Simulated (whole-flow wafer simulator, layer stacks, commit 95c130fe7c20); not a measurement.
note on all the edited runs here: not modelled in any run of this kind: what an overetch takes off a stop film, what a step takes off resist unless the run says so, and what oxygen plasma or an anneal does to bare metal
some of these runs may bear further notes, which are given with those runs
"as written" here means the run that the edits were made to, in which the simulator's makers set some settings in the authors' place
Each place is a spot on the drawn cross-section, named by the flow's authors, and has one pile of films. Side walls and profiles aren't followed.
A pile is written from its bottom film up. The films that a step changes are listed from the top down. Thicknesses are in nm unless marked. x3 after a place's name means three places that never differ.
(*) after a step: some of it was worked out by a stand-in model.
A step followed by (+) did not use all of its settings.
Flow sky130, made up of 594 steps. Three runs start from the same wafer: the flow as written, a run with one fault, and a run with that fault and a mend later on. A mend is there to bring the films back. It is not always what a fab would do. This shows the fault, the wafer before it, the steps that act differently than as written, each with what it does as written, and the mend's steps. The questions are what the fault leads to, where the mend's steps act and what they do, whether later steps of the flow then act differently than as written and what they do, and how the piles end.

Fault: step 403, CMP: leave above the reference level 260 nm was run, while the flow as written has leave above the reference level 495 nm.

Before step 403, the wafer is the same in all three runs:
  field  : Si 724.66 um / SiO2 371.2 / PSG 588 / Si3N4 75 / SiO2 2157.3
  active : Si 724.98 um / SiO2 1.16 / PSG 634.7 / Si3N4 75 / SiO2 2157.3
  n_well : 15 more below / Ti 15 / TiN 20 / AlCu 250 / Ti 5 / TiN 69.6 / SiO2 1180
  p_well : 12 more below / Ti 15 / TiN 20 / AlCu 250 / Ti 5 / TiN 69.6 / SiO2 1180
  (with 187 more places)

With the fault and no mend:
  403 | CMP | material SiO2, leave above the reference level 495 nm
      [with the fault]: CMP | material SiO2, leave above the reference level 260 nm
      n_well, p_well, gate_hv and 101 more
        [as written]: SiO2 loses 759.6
        [with the fault]: SiO2 loses 994.6
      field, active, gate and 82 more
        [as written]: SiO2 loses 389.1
        [with the fault]: SiO2 loses 624.1
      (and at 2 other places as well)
  Later steps of the flow acting differently than as written (2 more steps, not shown, differ only slightly: by at most 2% or 0.5 nm, whichever is larger):
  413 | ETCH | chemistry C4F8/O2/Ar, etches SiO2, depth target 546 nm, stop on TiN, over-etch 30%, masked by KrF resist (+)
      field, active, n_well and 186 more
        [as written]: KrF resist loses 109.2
        [with the fault]: KrF resist loses 48.2
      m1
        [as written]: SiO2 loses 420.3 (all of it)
        [with the fault]: SiO2 loses 185.3 (all of it)
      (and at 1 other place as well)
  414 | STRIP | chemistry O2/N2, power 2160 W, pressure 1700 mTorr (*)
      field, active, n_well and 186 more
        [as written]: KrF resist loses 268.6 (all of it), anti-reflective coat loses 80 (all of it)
        [with the fault]: KrF resist loses 329.7 (all of it), anti-reflective coat loses 80 (all of it)
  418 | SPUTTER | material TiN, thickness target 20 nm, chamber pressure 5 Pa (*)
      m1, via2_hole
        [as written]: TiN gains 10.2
        [with the fault]: TiN gains 13.8
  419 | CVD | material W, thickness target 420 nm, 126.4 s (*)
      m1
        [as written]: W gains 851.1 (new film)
        [with the fault]: W gains 612.5 (new film)
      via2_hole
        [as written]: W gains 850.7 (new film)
        [with the fault]: W gains 612 (new film)
  At field, active, n_well and 190 more, the piles at the end differ from the flow's by more than 2% or 0.5 nm, whichever is larger.
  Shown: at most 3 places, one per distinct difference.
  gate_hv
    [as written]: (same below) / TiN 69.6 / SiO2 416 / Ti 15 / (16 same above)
    [with the fault]: (same below) / TiN 69.6 / SiO2 181 / Ti 15 / (16 same above)
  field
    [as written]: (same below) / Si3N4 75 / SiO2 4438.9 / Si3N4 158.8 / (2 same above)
    [with the fault]: (same below) / Si3N4 75 / SiO2 4203.9 / Si3N4 158.8 / (2 same above)
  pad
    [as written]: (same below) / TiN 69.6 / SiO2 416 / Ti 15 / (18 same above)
    [with the fault]: (same below) / TiN 69.6 / SiO2 181 / Ti 15 / (18 same above)

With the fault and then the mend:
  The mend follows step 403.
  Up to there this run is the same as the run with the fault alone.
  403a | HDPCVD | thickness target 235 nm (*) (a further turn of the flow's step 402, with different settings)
      field, active, n_well and 188 more
        SiO2 gains 235
  Later steps of the flow that are run all act as written at every place that is followed, up to a difference of at most 2% or 0.5 nm, whichever is larger.
  At every place that both follow, the piles at the end match the flow's.
